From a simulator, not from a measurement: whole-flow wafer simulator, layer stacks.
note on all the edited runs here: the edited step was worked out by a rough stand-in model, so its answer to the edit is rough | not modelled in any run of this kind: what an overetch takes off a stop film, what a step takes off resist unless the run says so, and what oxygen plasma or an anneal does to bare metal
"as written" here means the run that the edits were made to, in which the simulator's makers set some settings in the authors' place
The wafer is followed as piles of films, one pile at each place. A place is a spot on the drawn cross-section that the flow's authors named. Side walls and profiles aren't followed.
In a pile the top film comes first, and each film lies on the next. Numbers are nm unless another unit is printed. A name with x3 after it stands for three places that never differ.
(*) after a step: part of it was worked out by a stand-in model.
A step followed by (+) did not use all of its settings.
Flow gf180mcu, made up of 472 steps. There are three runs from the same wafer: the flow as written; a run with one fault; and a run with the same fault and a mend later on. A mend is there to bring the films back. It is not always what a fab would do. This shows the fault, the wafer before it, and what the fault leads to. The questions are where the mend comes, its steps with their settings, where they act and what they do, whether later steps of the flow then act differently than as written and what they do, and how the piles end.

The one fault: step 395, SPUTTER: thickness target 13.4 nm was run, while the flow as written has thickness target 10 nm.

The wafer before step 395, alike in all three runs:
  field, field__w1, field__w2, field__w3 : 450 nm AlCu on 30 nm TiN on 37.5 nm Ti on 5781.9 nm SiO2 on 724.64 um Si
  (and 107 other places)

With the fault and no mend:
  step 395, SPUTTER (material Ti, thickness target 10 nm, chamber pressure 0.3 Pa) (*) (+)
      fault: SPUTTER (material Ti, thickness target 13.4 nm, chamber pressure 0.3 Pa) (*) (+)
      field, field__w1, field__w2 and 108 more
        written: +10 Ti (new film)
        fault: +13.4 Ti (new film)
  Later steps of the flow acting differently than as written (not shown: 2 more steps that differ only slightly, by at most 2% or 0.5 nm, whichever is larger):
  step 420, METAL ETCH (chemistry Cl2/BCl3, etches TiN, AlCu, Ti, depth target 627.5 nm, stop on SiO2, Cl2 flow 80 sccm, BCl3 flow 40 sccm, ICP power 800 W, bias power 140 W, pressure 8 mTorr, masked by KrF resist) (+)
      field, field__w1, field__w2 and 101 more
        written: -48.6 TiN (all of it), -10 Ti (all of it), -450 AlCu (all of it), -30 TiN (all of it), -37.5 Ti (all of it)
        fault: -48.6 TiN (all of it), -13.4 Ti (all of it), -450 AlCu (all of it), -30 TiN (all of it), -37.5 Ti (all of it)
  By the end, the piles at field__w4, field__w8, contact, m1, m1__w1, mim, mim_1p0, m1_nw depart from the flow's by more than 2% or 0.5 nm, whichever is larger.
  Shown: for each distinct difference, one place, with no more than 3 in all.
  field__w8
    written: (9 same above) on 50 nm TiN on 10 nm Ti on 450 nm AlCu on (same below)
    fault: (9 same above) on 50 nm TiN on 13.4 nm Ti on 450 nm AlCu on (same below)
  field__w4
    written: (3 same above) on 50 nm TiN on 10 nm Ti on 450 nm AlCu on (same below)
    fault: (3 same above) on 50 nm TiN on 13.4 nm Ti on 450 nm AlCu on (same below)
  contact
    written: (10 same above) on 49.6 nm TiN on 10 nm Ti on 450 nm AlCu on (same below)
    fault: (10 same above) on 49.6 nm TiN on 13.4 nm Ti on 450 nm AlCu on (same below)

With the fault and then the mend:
  The mend stands after step 395.
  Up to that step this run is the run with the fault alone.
  step 395a, METAL ETCH (chemistry Cl2/BCl3, etches TiN, AlCu, Ti, depth target 3.4 nm, Cl2 flow 80 sccm, BCl3 flow 40 sccm, ICP power 800 W, bias power 140 W, pressure 8 mTorr) (the flow's step 260 again, with other settings)
      field, field__w1, field__w2 and 108 more
        -3.4 Ti
  Every later step of the flow that is run acts as written at every place that is followed.
  At every place that both follow, the piles at the end match the flow's.
